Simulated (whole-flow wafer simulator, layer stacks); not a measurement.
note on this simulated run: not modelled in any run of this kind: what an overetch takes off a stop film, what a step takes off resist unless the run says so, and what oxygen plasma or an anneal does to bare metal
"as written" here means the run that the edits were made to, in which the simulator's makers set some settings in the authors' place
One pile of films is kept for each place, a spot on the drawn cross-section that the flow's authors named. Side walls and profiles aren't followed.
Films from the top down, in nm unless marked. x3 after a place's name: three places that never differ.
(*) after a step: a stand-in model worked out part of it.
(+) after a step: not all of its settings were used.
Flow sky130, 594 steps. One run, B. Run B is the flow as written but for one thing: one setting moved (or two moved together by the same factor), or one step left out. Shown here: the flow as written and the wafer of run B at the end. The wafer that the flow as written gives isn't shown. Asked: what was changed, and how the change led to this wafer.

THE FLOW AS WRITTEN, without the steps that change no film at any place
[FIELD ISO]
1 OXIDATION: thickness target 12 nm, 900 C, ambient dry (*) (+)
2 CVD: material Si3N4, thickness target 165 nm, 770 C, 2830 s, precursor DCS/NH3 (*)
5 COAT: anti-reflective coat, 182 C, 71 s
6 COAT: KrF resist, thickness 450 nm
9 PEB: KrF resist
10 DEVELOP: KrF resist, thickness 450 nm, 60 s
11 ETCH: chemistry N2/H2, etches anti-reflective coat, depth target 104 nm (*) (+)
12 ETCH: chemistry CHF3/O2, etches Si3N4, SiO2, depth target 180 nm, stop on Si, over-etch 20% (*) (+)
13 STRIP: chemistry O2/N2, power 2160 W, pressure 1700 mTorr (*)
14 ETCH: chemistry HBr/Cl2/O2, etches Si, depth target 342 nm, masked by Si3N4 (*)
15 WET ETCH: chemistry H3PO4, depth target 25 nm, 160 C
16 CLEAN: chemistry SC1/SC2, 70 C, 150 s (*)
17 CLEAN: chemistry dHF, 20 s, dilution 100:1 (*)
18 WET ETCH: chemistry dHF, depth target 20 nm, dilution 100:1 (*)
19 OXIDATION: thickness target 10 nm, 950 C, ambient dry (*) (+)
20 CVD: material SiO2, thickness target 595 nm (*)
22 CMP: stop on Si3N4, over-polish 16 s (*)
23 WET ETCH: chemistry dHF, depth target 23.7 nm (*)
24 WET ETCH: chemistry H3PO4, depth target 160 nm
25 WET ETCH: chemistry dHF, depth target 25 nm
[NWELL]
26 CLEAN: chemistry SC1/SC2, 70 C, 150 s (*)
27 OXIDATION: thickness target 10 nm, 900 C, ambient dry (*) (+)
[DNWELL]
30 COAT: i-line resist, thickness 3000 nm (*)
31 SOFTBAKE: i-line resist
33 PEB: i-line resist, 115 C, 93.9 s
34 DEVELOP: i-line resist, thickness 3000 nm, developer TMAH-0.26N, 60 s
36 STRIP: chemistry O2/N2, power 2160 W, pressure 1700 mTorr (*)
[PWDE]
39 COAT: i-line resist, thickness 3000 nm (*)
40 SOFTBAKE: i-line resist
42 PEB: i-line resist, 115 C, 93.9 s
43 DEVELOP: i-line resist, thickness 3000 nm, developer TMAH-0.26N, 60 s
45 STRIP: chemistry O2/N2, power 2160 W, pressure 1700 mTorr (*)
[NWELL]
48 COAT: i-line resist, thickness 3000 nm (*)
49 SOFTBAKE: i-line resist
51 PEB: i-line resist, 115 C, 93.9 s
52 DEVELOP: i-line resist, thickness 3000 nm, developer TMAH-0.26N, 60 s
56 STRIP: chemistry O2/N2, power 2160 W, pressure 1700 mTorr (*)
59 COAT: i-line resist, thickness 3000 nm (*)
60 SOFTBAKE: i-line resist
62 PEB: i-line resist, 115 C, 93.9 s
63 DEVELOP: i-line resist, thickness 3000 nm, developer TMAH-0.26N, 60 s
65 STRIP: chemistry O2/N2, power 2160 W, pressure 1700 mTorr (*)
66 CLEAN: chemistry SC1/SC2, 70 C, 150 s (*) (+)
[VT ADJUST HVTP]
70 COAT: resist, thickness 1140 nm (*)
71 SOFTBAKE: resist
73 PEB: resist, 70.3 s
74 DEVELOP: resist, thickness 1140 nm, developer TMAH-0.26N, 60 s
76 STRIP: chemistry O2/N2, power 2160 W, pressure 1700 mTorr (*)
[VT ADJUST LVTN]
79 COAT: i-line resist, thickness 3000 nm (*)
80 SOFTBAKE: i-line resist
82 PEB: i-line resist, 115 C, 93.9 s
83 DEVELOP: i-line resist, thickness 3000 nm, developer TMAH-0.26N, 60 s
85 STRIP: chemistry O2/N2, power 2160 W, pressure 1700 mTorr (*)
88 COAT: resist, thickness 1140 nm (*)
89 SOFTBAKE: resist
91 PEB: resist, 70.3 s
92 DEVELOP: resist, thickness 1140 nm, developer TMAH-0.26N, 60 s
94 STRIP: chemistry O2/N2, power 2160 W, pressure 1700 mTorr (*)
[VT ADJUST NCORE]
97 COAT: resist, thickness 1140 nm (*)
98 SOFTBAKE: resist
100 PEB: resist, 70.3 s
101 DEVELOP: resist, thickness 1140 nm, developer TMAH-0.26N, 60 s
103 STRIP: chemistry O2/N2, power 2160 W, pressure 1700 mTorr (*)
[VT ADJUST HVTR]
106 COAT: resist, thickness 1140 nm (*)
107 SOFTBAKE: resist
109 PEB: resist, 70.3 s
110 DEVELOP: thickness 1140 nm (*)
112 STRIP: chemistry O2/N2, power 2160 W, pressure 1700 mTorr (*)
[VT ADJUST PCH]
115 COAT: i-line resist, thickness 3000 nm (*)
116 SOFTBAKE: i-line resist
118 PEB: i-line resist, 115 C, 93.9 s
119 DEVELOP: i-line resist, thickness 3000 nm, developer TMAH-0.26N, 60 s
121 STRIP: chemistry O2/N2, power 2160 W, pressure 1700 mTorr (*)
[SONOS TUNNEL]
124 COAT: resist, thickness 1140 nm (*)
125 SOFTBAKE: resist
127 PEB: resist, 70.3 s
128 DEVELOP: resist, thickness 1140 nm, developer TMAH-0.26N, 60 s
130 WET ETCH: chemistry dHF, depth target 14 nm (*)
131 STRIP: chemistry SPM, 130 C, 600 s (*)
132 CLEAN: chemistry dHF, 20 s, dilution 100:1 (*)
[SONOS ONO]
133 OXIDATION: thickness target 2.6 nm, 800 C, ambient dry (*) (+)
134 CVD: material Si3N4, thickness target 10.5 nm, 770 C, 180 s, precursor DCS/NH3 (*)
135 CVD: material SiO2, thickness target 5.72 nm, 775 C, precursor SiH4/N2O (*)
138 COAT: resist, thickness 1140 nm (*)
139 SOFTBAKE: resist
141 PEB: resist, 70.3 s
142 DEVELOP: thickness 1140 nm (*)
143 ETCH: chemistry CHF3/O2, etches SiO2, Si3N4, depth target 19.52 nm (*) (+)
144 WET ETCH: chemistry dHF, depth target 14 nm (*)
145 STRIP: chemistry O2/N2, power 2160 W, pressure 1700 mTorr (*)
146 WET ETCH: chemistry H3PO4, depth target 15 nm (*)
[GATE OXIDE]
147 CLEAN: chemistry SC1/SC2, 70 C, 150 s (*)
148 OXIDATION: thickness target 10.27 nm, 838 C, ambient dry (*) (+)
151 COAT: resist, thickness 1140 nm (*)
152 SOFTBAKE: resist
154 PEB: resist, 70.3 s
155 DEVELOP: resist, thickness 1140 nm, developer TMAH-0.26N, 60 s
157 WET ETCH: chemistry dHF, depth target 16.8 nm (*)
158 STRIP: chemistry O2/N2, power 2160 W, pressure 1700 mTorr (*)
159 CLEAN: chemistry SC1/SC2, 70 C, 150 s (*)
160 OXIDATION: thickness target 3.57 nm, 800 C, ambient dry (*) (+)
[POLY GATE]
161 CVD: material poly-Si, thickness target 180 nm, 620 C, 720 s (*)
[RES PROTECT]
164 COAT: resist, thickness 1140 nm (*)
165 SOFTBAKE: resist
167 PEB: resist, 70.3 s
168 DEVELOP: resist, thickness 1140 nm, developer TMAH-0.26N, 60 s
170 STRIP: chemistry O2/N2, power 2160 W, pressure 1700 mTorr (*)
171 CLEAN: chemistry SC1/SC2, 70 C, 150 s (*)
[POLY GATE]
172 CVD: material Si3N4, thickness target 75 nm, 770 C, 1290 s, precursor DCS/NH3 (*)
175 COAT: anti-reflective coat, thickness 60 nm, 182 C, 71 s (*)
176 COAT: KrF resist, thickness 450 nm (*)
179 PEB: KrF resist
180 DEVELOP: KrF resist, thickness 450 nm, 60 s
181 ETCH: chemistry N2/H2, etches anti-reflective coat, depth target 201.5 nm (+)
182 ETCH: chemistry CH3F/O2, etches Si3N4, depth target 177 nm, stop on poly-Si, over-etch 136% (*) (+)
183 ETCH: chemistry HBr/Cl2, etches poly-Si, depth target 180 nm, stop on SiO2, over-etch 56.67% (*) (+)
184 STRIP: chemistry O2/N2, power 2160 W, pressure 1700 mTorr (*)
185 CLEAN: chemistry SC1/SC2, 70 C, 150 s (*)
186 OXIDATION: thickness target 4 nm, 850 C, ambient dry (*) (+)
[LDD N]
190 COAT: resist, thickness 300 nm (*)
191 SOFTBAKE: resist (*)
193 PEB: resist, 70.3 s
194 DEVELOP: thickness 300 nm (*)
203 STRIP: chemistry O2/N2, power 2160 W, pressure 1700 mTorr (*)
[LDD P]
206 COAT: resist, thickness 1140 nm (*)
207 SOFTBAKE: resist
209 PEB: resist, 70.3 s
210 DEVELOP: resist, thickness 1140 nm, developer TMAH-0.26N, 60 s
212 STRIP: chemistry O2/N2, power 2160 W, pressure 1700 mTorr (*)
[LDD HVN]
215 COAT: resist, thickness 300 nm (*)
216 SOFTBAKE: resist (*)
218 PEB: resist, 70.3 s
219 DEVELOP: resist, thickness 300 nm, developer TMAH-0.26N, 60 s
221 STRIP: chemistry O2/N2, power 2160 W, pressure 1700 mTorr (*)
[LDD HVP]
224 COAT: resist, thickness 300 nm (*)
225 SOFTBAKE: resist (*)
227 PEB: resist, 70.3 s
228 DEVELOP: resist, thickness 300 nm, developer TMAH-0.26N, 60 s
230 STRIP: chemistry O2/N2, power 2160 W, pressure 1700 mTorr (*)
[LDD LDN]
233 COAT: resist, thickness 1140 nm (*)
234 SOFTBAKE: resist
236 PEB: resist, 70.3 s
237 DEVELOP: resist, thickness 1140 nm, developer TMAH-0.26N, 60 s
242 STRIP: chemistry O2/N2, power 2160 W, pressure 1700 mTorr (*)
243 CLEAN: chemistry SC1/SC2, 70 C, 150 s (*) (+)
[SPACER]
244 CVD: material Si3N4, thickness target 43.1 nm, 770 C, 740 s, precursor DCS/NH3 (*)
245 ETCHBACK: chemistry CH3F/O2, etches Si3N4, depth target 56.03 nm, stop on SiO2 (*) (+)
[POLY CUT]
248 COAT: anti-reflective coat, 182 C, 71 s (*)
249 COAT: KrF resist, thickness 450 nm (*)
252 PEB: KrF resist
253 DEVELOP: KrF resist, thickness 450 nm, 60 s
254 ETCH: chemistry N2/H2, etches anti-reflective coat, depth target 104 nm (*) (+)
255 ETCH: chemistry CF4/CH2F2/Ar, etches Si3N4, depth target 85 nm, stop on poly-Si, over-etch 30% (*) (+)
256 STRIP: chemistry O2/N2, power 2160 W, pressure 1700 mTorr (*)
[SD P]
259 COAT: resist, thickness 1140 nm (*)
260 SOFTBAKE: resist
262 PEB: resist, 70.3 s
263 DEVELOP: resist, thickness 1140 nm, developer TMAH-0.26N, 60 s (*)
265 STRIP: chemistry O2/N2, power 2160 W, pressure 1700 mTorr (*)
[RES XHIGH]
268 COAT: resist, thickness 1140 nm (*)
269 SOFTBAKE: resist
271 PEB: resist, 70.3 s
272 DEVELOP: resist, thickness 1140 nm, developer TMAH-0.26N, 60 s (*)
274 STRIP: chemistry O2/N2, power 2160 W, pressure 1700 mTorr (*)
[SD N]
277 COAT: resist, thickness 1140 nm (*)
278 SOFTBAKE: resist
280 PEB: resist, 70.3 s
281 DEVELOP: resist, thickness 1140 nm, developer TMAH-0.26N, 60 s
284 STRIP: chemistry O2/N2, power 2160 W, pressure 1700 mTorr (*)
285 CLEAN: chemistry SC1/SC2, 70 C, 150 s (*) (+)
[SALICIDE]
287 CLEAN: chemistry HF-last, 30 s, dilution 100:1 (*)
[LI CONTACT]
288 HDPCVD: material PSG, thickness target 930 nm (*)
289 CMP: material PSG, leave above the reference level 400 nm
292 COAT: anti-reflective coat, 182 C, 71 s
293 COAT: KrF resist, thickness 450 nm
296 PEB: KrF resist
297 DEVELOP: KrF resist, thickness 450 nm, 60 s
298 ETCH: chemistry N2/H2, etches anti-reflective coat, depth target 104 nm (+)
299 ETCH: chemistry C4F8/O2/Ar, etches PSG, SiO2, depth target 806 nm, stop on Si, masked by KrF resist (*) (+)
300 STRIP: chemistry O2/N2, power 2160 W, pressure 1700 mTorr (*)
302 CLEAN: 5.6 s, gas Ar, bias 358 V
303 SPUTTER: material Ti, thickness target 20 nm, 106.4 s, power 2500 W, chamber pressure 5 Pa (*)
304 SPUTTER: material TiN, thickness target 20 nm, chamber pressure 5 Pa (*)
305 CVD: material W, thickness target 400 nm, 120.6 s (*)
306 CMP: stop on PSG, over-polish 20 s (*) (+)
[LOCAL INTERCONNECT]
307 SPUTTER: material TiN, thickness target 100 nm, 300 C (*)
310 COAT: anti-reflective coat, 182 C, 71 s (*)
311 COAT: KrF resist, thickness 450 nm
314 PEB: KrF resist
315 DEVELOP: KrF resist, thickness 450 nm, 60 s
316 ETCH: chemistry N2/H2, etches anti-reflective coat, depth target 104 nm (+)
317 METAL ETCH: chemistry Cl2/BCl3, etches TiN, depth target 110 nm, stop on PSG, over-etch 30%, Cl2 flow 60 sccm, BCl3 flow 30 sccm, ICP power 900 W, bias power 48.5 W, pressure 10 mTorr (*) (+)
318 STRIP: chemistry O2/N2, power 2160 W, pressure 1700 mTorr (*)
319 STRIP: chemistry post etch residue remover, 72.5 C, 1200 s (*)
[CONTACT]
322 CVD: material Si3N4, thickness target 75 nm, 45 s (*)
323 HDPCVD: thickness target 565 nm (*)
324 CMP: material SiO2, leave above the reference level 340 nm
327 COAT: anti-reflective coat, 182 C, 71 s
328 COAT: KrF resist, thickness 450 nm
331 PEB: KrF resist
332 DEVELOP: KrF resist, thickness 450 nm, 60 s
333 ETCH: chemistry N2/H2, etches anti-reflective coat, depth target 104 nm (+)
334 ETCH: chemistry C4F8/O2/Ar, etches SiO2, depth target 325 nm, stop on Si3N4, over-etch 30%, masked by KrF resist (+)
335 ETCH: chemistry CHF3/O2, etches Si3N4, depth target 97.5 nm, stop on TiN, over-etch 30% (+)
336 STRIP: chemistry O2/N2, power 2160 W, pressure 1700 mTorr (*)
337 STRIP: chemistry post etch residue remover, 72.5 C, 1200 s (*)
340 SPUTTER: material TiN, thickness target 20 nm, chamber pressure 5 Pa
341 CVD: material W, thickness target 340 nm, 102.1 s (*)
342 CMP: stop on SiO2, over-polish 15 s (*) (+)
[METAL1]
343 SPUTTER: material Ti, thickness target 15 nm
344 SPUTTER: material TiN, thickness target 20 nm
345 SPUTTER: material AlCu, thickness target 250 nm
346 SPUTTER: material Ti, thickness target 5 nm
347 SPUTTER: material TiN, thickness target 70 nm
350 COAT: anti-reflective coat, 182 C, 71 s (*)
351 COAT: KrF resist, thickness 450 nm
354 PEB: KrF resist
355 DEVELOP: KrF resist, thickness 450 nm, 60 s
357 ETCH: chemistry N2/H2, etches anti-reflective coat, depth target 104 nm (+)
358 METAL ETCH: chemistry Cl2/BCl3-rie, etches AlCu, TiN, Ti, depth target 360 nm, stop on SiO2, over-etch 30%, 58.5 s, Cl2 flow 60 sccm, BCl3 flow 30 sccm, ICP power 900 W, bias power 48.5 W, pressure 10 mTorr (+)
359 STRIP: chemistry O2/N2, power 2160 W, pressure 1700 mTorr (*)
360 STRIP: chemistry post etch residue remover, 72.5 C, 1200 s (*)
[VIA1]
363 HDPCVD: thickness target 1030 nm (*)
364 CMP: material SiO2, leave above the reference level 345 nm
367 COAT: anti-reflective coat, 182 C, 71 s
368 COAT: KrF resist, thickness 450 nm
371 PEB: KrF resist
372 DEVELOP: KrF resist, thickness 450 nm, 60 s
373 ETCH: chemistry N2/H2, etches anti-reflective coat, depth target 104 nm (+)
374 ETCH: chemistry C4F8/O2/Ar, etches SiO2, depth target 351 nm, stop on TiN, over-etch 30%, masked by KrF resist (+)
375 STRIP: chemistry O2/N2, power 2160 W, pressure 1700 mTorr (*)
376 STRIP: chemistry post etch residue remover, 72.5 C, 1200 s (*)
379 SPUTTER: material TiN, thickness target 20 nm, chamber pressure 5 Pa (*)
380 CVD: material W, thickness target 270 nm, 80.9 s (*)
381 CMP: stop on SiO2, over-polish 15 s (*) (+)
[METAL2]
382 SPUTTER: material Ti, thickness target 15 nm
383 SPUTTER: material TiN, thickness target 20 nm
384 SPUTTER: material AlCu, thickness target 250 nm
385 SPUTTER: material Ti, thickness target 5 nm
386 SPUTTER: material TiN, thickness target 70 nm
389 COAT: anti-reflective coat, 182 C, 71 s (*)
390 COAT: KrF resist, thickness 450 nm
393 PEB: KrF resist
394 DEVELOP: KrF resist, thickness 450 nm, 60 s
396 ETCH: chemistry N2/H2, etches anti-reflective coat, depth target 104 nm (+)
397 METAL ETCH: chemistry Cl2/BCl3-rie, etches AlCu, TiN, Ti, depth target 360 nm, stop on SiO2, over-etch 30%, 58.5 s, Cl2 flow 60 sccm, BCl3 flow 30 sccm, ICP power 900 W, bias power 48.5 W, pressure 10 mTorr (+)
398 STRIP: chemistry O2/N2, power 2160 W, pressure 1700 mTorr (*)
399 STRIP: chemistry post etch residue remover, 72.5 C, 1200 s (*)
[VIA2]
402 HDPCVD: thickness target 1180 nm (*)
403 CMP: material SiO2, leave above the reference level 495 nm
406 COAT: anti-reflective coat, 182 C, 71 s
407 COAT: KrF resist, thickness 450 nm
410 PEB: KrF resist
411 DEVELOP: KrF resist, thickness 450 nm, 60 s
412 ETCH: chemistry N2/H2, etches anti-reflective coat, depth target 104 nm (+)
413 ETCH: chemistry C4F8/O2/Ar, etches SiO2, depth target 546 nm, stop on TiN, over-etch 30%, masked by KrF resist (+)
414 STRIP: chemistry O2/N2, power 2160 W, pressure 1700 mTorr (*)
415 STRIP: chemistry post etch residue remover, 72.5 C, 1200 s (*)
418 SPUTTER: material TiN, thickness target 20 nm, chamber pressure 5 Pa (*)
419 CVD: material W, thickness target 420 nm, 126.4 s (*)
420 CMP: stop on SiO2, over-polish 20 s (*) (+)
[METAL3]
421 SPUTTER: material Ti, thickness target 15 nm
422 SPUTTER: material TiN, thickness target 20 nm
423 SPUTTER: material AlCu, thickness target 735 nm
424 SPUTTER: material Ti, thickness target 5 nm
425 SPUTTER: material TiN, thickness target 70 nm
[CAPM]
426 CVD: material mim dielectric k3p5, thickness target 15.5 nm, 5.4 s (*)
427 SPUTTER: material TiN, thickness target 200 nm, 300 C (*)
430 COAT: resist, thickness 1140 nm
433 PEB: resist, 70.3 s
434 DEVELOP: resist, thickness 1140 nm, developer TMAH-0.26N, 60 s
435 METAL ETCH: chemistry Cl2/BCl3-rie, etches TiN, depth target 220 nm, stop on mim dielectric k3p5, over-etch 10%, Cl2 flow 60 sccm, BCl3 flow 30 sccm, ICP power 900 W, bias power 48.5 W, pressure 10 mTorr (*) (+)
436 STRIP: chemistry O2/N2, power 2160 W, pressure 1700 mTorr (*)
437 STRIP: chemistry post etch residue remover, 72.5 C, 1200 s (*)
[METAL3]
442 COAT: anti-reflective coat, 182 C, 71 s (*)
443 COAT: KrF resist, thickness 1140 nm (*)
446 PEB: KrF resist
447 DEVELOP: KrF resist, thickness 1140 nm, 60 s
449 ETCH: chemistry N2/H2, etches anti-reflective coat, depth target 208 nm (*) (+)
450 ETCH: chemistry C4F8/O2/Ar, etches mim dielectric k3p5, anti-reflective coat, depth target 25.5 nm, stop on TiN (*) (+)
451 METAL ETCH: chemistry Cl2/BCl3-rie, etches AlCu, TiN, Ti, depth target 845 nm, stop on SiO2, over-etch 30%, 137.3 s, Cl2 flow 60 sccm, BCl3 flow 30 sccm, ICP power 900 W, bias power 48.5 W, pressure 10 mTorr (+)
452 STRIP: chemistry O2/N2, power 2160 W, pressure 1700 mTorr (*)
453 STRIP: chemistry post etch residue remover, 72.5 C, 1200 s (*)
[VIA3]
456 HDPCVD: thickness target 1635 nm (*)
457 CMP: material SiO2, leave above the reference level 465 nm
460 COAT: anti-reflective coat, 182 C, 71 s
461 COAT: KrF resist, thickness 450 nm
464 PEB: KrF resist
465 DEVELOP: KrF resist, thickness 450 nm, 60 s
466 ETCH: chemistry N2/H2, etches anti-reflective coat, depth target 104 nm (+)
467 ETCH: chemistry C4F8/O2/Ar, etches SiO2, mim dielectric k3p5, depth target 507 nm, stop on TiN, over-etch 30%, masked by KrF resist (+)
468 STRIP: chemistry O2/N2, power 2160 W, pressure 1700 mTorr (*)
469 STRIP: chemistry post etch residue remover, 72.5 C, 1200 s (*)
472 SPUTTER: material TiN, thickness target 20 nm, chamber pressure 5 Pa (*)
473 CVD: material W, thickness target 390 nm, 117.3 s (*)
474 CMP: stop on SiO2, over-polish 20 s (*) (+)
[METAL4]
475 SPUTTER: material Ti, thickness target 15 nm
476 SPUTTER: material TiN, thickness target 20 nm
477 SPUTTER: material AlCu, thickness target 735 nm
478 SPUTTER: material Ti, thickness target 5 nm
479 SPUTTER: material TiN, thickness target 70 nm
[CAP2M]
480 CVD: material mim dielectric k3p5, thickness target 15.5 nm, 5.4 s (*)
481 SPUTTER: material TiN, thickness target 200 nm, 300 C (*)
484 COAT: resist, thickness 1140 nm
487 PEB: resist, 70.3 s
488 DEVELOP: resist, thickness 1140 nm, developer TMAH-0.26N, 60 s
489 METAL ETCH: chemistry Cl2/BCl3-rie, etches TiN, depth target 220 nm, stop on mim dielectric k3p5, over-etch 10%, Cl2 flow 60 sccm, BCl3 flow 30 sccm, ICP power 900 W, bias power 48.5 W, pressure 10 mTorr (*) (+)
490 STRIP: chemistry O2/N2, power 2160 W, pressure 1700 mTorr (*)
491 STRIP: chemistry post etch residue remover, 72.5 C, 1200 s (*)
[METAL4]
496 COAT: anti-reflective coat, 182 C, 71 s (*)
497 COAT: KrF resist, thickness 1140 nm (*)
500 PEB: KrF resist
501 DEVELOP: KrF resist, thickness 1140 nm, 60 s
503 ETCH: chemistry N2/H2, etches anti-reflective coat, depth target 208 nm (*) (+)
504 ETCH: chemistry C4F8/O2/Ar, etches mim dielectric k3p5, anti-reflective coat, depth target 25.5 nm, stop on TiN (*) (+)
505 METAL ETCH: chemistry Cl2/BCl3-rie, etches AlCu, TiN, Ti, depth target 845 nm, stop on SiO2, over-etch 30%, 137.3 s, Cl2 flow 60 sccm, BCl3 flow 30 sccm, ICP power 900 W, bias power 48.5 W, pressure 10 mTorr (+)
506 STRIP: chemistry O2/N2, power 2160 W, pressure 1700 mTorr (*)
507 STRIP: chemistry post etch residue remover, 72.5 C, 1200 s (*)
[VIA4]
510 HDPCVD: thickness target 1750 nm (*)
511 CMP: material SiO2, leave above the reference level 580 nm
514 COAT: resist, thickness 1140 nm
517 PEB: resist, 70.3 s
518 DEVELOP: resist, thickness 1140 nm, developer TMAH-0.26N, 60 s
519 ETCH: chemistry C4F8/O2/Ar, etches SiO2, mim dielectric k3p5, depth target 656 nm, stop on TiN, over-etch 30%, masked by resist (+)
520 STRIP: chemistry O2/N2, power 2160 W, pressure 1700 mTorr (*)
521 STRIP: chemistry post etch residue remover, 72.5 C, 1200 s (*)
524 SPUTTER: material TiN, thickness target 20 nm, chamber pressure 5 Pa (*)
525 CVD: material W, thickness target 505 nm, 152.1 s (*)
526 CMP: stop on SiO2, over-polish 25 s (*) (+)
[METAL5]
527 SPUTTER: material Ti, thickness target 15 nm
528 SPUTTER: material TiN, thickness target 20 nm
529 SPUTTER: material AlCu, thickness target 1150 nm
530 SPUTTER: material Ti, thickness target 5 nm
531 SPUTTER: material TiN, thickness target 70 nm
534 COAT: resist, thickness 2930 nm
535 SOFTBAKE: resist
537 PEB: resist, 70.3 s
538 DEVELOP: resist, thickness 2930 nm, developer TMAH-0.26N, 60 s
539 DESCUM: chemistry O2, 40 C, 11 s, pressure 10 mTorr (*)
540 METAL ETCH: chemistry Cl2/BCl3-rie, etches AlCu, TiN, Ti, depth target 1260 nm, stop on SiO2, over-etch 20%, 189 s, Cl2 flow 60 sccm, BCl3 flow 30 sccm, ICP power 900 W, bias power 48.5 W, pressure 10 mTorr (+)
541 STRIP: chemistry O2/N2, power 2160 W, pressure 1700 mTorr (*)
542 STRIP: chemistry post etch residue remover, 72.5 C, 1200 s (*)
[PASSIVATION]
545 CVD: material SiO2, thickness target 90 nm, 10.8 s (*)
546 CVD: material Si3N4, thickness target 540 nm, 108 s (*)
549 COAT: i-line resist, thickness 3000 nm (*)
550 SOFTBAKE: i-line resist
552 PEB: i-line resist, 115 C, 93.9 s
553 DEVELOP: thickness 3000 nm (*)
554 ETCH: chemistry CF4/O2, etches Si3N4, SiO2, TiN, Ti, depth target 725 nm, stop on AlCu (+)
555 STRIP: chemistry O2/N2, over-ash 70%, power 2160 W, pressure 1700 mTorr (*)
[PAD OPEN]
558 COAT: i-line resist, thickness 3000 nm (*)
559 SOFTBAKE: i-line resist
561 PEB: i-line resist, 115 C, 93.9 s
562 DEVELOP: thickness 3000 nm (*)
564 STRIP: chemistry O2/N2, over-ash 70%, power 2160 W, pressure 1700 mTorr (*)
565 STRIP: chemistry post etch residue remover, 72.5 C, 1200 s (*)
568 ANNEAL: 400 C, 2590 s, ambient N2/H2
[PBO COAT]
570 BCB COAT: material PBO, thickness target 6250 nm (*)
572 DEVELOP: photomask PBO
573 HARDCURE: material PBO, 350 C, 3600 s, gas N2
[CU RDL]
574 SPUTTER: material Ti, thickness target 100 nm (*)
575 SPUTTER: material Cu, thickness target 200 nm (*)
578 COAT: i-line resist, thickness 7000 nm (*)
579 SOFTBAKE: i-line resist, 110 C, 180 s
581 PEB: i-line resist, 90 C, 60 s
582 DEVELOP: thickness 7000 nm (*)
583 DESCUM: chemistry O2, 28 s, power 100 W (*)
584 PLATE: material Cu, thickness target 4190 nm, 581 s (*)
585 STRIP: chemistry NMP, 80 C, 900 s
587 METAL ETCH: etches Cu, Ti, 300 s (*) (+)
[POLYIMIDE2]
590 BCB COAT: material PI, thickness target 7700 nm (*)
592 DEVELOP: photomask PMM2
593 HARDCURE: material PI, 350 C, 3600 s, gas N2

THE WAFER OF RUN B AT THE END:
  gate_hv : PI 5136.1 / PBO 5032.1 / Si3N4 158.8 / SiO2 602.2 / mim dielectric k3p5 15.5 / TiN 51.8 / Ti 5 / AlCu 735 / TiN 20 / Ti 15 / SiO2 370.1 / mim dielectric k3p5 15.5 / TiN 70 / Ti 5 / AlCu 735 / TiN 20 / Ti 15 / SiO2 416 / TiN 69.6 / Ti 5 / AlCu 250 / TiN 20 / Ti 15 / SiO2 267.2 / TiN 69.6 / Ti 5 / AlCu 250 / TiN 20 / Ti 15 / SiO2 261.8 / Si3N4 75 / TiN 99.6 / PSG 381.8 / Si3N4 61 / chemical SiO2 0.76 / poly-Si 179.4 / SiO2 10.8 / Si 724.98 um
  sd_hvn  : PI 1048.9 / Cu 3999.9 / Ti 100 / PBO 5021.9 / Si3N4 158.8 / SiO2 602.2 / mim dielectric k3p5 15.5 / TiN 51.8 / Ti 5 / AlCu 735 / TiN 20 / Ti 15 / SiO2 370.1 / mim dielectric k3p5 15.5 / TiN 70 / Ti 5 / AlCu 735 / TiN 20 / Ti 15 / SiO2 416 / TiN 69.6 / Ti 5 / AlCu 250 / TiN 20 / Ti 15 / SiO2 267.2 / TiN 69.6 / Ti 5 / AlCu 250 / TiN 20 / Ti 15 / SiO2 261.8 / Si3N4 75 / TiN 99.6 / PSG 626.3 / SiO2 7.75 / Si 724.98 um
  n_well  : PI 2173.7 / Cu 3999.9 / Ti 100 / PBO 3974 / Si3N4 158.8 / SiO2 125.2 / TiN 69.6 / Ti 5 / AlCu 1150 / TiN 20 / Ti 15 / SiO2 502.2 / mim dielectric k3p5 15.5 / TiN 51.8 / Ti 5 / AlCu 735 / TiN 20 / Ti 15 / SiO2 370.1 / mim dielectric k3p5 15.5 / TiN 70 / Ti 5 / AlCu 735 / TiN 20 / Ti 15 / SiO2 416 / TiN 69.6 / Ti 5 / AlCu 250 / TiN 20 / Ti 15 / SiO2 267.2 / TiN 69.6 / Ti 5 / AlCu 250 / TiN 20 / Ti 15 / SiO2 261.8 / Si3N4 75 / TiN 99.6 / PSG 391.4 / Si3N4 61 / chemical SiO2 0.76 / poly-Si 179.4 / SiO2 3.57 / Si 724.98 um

The cause: step 479, SPUTTER: thickness target 51.8 nm was run, where the flow has thickness target 70 nm.
It can be read off the wafer: gate_hv has TiN 51.8, and step 479 as written asks for 70 nm.

How the change led to this, step by step:
  479 SPUTTER: material TiN, thickness target 70 nm
      field, active, n_well and 189 more: TiN +51.8 (new film) (as written it would be: TiN +70 (new film))
  505 METAL ETCH: chemistry Cl2/BCl3-rie, etches AlCu, TiN, Ti, depth target 845 nm, stop on SiO2, over-etch 30%, 137.3 s, Cl2 flow 60 sccm, BCl3 flow 30 sccm, ICP power 900 W, bias power 48.5 W, pressure 10 mTorr (+)
      field, gate, spacer and 68 more: TiN -51.8 (all of it), Ti -5 (all of it), AlCu -735 (all of it), TiN -20 (all of it), Ti -15 (all of it), SiO2 -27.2 (as written it would be: TiN -70 (all of it), Ti -5 (all of it), AlCu -735 (all of it), TiN -20 (all of it), Ti -15 (all of it), SiO2 -25.4)
      active, vpp_iso1, mim_edge_plate and 14 more: TiN -51.8 (all of it), Ti -5 (all of it), AlCu -735 (all of it), TiN -20 (all of it), Ti -15 (all of it), SiO2 -27.2 (as written it would be: TiN -70 (all of it), Ti -5 (all of it), AlCu -735 (all of it), TiN -20 (all of it), Ti -15 (all of it), SiO2 -25.3)
  519 ETCH: chemistry C4F8/O2/Ar, etches SiO2, mim dielectric k3p5, depth target 656 nm, stop on TiN, over-etch 30%, masked by resist (+)
      m1: SiO2 -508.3 (all of it), mim dielectric k3p5 -15.5 (all of it) (as written it would be: SiO2 -490.1 (all of it), mim dielectric k3p5 -15.5 (all of it))
      via4_hole: SiO2 -507.7 (all of it), mim dielectric k3p5 -15.5 (all of it) (as written it would be: SiO2 -489.5 (all of it), mim dielectric k3p5 -15.5 (all of it))
